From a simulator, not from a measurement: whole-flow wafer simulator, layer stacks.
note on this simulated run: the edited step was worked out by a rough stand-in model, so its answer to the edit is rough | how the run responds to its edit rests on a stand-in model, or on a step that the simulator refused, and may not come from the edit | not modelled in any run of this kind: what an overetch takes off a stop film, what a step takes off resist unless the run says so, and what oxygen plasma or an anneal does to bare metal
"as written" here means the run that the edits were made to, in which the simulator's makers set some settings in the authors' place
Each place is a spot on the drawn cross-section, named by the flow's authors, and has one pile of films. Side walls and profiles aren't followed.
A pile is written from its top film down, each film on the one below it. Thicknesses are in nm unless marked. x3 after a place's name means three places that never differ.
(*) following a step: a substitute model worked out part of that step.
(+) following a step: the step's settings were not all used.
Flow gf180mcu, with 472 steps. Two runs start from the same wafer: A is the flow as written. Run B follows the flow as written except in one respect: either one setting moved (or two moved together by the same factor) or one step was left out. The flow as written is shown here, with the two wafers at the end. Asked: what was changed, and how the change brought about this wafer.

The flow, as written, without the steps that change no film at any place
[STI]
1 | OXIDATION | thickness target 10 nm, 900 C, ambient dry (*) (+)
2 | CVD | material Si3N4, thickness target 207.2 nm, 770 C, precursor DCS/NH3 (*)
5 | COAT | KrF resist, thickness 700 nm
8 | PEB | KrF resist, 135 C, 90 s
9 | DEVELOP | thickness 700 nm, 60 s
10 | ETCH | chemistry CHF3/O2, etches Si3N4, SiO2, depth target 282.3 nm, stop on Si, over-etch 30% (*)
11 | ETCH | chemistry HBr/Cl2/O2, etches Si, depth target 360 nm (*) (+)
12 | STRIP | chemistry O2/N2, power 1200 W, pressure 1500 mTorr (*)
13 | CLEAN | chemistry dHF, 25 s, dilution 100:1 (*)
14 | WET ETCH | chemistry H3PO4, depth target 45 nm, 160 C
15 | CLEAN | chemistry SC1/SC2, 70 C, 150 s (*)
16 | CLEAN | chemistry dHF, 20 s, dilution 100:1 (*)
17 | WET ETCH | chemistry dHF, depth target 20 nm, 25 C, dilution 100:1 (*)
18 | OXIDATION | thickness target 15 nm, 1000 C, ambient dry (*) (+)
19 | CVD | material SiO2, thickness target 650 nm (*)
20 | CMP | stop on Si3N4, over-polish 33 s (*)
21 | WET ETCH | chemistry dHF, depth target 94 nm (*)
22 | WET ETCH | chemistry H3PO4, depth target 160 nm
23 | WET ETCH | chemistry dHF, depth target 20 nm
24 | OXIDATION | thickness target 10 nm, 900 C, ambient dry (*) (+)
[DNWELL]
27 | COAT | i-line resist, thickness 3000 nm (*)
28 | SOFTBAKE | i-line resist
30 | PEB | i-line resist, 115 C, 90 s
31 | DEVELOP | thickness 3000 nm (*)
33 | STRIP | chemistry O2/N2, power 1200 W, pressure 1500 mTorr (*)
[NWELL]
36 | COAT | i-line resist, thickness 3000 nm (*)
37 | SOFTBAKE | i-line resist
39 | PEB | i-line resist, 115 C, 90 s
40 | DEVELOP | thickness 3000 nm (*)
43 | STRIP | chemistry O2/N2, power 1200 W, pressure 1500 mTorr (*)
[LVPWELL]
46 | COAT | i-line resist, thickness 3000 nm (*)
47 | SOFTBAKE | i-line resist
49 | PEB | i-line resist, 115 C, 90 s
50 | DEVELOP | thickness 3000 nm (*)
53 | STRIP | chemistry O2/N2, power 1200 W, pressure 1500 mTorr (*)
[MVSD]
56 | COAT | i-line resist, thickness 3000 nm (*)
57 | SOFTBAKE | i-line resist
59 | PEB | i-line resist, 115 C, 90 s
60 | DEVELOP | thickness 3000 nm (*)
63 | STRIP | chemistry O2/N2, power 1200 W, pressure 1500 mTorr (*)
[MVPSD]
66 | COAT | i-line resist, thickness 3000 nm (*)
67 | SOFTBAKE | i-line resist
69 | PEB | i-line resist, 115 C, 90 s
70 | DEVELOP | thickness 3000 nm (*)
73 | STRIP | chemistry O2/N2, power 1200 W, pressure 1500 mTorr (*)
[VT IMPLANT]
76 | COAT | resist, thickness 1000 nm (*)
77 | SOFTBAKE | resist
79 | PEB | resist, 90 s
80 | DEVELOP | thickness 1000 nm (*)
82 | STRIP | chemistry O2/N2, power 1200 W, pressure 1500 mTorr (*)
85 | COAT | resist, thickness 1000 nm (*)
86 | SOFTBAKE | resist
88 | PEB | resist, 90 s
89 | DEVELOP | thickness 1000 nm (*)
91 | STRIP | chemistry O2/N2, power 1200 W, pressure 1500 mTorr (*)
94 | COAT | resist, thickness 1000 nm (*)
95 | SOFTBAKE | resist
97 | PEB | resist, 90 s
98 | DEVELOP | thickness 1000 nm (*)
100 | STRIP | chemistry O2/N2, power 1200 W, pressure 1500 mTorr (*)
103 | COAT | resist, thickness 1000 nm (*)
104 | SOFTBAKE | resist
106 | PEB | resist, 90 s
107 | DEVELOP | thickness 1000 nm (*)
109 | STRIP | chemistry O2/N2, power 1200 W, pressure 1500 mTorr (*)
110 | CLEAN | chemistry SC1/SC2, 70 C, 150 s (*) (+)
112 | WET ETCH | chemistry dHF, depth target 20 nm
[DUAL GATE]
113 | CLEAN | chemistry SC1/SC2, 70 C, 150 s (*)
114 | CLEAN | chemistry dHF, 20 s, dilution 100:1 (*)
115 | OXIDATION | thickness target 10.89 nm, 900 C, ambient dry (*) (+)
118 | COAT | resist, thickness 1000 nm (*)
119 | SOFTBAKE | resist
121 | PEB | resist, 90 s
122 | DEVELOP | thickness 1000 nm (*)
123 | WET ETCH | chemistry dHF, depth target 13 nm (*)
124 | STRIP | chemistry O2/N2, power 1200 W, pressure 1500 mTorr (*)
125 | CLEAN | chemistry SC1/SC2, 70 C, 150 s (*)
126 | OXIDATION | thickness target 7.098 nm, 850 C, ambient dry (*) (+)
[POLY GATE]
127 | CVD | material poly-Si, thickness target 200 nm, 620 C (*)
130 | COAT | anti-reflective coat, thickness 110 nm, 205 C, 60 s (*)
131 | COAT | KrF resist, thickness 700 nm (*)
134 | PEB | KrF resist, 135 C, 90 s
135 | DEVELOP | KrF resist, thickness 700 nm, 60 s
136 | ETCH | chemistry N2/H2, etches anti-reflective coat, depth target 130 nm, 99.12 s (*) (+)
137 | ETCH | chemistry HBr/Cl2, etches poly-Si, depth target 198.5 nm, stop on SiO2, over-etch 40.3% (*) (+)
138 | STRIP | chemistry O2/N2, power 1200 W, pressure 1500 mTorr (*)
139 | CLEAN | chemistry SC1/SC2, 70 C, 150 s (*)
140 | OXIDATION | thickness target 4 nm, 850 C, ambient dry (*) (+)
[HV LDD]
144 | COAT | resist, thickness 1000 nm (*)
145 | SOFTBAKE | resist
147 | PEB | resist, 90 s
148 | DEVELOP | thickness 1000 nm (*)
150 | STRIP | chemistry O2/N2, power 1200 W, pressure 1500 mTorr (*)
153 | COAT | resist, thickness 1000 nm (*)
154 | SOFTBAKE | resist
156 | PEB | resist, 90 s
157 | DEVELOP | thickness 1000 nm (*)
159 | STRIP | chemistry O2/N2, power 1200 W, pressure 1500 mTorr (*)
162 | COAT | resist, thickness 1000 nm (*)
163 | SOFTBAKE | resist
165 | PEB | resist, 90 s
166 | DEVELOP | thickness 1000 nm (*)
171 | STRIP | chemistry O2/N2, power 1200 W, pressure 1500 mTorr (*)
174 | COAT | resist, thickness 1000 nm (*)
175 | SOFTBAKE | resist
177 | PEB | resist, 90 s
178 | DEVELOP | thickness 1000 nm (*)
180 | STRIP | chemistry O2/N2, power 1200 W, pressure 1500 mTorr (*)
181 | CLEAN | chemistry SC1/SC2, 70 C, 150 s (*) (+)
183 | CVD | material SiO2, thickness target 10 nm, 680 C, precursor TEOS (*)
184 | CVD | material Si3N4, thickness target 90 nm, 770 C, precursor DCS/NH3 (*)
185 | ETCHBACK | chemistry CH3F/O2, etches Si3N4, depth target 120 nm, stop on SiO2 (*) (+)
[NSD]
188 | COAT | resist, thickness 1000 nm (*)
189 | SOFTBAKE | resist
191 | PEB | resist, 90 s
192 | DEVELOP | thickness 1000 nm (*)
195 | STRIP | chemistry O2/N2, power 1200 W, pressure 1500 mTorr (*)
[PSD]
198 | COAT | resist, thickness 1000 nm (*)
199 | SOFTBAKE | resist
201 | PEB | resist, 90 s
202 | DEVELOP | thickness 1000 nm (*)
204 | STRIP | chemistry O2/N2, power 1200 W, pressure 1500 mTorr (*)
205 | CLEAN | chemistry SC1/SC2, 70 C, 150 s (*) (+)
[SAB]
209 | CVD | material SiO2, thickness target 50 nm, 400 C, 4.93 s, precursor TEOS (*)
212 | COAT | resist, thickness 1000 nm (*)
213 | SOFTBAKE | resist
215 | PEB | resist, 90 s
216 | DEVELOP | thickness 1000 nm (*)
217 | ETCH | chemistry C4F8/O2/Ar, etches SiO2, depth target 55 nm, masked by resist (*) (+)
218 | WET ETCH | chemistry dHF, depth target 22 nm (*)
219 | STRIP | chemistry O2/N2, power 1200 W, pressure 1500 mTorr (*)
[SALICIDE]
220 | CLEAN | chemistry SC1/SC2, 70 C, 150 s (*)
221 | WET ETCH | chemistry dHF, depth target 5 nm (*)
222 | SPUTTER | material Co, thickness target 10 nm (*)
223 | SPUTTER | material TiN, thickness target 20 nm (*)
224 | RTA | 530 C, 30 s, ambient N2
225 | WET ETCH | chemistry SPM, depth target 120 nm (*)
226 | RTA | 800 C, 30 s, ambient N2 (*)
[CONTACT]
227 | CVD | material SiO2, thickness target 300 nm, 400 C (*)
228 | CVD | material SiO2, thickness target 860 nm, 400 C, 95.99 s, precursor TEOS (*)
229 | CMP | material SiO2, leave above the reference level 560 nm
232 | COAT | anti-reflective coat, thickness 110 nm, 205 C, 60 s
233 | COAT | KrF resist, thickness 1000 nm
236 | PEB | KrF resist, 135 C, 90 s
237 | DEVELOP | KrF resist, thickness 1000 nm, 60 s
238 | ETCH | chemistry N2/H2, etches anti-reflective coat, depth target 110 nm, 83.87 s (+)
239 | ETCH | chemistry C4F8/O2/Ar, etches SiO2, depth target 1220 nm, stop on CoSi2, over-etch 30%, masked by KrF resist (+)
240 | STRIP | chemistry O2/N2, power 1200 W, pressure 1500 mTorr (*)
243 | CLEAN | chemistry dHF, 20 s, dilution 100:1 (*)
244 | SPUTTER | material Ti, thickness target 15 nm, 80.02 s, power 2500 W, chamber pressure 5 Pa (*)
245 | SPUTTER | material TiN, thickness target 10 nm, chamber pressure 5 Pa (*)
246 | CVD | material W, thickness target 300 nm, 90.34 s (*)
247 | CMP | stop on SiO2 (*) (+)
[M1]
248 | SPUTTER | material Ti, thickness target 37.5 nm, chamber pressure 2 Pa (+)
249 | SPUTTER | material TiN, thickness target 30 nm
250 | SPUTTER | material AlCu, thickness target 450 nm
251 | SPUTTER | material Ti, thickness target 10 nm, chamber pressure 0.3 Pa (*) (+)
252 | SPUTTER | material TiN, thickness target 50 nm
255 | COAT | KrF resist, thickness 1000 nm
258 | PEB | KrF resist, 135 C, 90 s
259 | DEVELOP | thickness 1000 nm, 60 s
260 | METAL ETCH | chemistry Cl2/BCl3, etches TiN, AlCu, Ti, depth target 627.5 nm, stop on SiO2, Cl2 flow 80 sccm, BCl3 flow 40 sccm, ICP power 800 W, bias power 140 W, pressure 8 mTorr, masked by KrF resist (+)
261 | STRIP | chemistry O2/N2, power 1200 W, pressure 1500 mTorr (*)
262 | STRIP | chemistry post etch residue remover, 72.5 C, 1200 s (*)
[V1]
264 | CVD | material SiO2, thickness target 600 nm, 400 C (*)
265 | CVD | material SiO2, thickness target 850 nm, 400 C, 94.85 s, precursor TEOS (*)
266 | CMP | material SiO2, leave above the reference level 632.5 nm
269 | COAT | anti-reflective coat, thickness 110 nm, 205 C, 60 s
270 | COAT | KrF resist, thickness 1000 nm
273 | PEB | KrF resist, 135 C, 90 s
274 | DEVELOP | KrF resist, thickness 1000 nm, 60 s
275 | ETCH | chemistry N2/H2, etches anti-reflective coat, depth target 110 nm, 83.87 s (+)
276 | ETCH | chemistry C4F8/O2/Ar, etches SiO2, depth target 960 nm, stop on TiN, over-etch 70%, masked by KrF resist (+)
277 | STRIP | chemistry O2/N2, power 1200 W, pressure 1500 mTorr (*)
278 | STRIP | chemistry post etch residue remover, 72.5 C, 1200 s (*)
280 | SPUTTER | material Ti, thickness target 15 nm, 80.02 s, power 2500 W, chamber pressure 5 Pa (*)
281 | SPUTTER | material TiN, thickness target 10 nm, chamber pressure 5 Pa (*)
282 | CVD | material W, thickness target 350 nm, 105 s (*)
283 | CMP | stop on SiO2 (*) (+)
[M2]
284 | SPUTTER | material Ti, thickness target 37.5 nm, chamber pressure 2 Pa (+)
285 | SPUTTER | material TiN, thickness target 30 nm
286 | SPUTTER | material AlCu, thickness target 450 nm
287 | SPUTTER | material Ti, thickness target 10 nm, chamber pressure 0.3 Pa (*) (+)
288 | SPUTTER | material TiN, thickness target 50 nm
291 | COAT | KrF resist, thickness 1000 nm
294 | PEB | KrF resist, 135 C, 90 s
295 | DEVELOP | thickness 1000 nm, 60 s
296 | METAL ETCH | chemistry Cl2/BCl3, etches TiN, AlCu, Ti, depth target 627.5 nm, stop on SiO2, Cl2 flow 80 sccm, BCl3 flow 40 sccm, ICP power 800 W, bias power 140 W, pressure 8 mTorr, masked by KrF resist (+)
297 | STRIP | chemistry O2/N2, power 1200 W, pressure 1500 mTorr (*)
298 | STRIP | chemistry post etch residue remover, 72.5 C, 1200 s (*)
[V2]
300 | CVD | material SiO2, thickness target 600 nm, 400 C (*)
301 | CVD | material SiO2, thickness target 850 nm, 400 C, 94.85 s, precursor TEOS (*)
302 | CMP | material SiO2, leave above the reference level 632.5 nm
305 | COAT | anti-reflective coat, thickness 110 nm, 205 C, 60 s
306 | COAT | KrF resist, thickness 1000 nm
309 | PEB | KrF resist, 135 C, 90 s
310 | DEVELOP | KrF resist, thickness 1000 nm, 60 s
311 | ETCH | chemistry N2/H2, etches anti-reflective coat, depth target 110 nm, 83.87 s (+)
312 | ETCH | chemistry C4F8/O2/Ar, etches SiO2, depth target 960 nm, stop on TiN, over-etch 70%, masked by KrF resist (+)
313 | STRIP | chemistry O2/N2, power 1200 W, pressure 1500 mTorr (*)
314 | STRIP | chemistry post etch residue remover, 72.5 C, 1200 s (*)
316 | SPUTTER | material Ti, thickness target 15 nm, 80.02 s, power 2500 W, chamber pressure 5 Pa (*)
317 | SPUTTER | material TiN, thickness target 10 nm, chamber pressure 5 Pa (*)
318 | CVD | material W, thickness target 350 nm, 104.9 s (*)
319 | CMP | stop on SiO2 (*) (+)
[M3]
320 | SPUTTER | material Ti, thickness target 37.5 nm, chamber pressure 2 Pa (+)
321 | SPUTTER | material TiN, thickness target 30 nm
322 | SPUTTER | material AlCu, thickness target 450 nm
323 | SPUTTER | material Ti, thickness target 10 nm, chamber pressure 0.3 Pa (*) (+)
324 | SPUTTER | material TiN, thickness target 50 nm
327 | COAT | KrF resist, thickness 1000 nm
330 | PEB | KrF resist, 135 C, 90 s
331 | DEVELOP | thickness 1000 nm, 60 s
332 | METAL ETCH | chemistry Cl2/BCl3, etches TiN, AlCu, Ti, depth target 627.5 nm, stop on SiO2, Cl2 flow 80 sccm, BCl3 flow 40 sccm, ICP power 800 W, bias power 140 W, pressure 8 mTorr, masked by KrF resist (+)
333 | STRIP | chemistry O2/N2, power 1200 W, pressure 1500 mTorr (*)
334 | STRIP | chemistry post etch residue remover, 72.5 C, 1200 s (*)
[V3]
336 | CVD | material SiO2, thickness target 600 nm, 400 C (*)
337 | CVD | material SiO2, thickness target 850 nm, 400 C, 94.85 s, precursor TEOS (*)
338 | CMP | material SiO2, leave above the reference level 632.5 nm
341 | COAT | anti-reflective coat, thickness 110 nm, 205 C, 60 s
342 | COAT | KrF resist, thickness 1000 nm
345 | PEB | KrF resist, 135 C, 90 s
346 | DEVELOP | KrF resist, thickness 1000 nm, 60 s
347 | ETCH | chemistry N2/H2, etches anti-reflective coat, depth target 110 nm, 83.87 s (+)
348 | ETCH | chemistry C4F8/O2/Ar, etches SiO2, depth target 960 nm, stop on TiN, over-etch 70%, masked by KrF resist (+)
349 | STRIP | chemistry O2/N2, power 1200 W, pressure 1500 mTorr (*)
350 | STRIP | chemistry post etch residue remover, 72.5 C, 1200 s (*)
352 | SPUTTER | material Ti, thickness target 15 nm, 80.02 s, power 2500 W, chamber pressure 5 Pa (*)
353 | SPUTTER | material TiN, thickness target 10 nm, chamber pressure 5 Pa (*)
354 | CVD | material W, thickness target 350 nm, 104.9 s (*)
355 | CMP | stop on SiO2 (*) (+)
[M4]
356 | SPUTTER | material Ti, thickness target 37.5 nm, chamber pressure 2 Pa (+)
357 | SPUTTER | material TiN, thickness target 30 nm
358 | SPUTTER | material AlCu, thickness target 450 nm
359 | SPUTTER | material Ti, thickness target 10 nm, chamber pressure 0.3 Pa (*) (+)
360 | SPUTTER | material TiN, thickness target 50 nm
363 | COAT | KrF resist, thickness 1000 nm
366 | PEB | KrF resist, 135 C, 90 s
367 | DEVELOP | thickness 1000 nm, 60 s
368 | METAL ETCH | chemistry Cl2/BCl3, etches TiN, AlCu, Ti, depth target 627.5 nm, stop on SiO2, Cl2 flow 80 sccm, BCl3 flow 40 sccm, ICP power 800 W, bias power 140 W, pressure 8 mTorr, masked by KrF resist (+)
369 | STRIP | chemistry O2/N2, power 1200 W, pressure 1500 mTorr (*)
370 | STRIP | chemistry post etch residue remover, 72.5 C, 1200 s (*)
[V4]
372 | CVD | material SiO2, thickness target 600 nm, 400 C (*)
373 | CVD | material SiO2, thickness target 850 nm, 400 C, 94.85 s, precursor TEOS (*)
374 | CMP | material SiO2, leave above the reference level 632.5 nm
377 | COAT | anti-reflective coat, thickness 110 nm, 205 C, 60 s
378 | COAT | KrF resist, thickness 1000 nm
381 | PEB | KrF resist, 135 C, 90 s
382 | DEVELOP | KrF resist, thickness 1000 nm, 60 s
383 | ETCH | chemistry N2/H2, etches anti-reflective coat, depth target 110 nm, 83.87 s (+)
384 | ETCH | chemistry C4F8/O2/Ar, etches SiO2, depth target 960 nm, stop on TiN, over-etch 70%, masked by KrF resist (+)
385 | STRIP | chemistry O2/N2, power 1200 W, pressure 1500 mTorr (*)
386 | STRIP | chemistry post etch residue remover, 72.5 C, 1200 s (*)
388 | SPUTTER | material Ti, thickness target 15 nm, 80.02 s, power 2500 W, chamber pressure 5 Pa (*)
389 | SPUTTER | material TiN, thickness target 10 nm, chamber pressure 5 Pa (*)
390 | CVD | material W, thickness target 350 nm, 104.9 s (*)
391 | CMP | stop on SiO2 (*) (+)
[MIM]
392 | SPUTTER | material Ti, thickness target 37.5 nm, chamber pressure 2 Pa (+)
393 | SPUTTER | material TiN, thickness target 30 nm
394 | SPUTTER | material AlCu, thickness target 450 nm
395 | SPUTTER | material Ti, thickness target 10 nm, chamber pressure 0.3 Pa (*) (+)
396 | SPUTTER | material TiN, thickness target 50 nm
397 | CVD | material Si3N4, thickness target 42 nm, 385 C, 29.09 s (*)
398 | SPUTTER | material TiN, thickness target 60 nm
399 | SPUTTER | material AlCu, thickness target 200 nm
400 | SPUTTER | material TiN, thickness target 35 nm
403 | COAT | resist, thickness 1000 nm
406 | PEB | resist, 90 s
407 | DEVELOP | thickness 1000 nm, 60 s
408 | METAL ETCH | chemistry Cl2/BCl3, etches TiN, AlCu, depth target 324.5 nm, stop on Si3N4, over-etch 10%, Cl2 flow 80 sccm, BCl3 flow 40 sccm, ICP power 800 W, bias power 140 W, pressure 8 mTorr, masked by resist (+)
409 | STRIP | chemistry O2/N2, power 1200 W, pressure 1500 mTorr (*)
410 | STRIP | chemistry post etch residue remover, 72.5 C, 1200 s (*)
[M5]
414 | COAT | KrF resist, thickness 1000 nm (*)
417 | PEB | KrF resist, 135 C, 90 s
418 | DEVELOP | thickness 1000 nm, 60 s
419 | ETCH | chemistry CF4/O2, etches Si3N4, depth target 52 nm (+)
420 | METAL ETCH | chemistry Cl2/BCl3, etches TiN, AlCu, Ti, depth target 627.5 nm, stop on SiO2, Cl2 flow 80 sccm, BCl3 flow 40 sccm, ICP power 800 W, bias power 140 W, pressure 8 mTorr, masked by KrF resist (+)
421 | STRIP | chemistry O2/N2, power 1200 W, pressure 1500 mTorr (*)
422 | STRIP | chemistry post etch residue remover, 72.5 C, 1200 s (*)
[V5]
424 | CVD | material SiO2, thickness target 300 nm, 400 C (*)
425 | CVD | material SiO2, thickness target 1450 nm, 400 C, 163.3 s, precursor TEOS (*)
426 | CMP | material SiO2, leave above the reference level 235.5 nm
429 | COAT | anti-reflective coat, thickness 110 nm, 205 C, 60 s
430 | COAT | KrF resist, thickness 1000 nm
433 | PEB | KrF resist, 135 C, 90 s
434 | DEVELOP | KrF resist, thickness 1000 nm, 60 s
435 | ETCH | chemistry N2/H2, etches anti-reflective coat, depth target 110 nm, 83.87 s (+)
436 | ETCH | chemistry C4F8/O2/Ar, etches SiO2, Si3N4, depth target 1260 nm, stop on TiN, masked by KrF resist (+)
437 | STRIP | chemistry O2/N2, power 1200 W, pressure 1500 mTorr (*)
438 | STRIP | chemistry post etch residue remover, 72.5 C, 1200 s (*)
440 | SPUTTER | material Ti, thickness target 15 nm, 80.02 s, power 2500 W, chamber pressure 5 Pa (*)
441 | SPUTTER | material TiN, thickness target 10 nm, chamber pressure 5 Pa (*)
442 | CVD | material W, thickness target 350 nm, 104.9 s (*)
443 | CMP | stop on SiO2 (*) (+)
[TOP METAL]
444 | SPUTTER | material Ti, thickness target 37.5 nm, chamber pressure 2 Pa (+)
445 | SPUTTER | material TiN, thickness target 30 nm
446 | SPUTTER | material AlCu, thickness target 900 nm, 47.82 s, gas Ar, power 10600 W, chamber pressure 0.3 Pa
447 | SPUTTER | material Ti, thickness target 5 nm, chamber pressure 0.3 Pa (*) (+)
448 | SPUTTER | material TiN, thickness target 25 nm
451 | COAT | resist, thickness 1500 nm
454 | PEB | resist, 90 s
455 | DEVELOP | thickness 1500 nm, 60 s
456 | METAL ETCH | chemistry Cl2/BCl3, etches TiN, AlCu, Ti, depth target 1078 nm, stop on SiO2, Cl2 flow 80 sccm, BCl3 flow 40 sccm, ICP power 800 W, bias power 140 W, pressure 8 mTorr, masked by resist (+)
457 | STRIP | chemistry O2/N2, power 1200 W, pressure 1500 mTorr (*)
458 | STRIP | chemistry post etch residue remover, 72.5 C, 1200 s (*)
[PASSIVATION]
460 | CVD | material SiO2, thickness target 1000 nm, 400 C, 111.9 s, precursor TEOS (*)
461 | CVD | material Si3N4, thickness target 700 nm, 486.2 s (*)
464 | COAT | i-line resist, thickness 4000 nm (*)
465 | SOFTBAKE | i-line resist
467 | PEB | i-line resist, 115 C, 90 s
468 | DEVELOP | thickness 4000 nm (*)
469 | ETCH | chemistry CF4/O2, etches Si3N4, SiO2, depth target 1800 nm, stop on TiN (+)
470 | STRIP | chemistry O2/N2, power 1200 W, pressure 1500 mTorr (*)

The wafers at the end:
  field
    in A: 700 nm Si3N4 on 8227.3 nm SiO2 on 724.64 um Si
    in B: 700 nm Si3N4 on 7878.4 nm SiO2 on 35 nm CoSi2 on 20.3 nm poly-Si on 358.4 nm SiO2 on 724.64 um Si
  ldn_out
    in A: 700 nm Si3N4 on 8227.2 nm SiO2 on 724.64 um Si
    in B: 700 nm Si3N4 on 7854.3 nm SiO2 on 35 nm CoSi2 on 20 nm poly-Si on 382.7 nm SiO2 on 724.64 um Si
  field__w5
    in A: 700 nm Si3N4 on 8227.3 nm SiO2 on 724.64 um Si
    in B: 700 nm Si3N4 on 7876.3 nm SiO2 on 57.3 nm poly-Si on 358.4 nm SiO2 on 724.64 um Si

What caused this: step 137, ETCH: depth target 99.2 nm was run, though the flow has depth target 198.5 nm.

How this came from the change, step by step:
  137 | ETCH | chemistry HBr/Cl2, etches poly-Si, depth target 198.5 nm, stop on SiO2, over-etch 40.3% (*) (+)
      field, field__w3, field__w12 and 10 more: A -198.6 poly-Si (all of it), -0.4 SiO2 | B -139.2 poly-Si
      active, n_well, sd_p and 9 more: A -198.7 poly-Si (all of it), -0.4 SiO2 | B -139.2 poly-Si
      (as well as at 67 more places)
  138 | STRIP | chemistry O2/N2, power 1200 W, pressure 1500 mTorr (*)
      field, field__w1, field__w2 and 61 more: A nothing | B +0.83 chemical SiO2 (new film), -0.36 poly-Si
      gate: A +0.62 chemical SiO2 (new film), -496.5 KrF resist (all of it), -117 anti-reflective coat (all of it), -0.27 poly-Si | B +0.63 chemical SiO2 (new film), -542.9 KrF resist (all of it), -117 anti-reflective coat (all of it), -0.28 poly-Si
      (as well as at 27 more places)
  139 | CLEAN | chemistry SC1/SC2, 70 C, 150 s (*)
      field, field__w1, field__w2 and 34 more: A -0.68 SiO2 | B -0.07 chemical SiO2, -0.27 poly-Si
  140 | OXIDATION | thickness target 4 nm, 850 C, ambient dry (*) (+)
      field, field__w1, field__w2 and 21 more: A +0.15 SiO2, -0.07 Si | B +4 SiO2 (new film), -0.76 chemical SiO2 (all of it), -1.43 poly-Si
      active_hv, active_nat, ld_sd_n and 11 more: A +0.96 SiO2, -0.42 Si | B +4 SiO2 (new film), -0.76 chemical SiO2 (all of it), -1.43 poly-Si
      (as well as at 26 more places)
  144 | COAT | resist, thickness 1000 nm (*)
      polyc_n, polyc_p: A +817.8 resist (new film) | B +870.6 resist (new film)
      gate: A +837.4 resist (new film) | B +889.5 resist (new film)
      (as well as at 25 more places)
  145 | SOFTBAKE | resist
      nw_enc_fld_lv__w3: A +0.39 resist | B -0.15 resist
      ldn_sep, ldp_sep__w1: A +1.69 resist | B +1.14 resist
      (as well as at 26 more places)
  147 | PEB | resist, 90 s
      npoly_u, gate_p_hv5: A -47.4 resist | B -50.4 resist
      polyc_n, polyc_p: A -46.1 resist | B -49.3 resist
      (as well as at 25 more places)
  148 | DEVELOP | thickness 1000 nm (*)
      gate: A -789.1 resist (all of it) | B -838.5 resist (all of it)
      npoly_u: A -790.2 resist (all of it) | B -837.1 resist (all of it)
      (as well as at 3 more places)
  150 | STRIP | chemistry O2/N2, power 1200 W, pressure 1500 mTorr (*)
      gate_hv: A -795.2 resist (all of it) | B -840.2 resist (all of it)
      gate_p: A -795.2 resist (all of it) | B -842.8 resist (all of it)
      (as well as at 21 more places)
  153 | COAT | resist, thickness 1000 nm (*)
      polyc_n, polyc_p: A +817.8 resist (new film) | B +870.6 resist (new film)
      gate: A +837.4 resist (new film) | B +889.5 resist (new film)
      (as well as at 25 more places)
  154 | SOFTBAKE | resist
      nw_enc_fld_lv__w3: A +0.39 resist | B -0.15 resist
      ldn_sep, ldp_sep__w1: A +1.69 resist | B +1.14 resist
      (as well as at 26 more places)
  156 | PEB | resist, 90 s
      npoly_u, gate_p_hv5: A -47.4 resist | B -50.4 resist
      polyc_n, polyc_p: A -46.1 resist | B -49.3 resist
      (as well as at 25 more places)
  157 | DEVELOP | thickness 1000 nm (*)
      gate_p: A -795.2 resist (all of it) | B -842.8 resist (all of it)
      ppoly_u: A -793.1 resist (all of it) | B -839.2 resist (all of it)
      (as well as at 3 more places)
  159 | STRIP | chemistry O2/N2, power 1200 W, pressure 1500 mTorr (*)
      gate: A -789.1 resist (all of it) | B -838.4 resist (all of it)
      gate_hv: A -795.2 resist (all of it) | B -840.2 resist (all of it)
      (as well as at 21 more places)
  162 | COAT | resist, thickness 1000 nm (*)
      polyc_n, polyc_p: A +817.8 resist (new film) | B +870.6 resist (new film)
      gate: A +837.4 resist (new film) | B +889.5 resist (new film)
      (as well as at 25 more places)
  163 | SOFTBAKE | resist
      nw_enc_fld_lv__w3: A +0.39 resist | B -0.15 resist
      ldn_sep, ldp_sep__w1: A +1.69 resist | B +1.14 resist
      (as well as at 26 more places)
  ... 36 other steps ...
  246 | CVD | material W, thickness target 300 nm, 90.34 s (*)
      polyc_n, polyc_p: A +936 W (new film) | B +1000.9 W (new film)
With metal films that touch counted as one body, field has 1 body; the flow as written gives 0 bodies.
With metal films that touch counted as one body, ldn_out has 1 body; the flow as written gives 0 bodies.
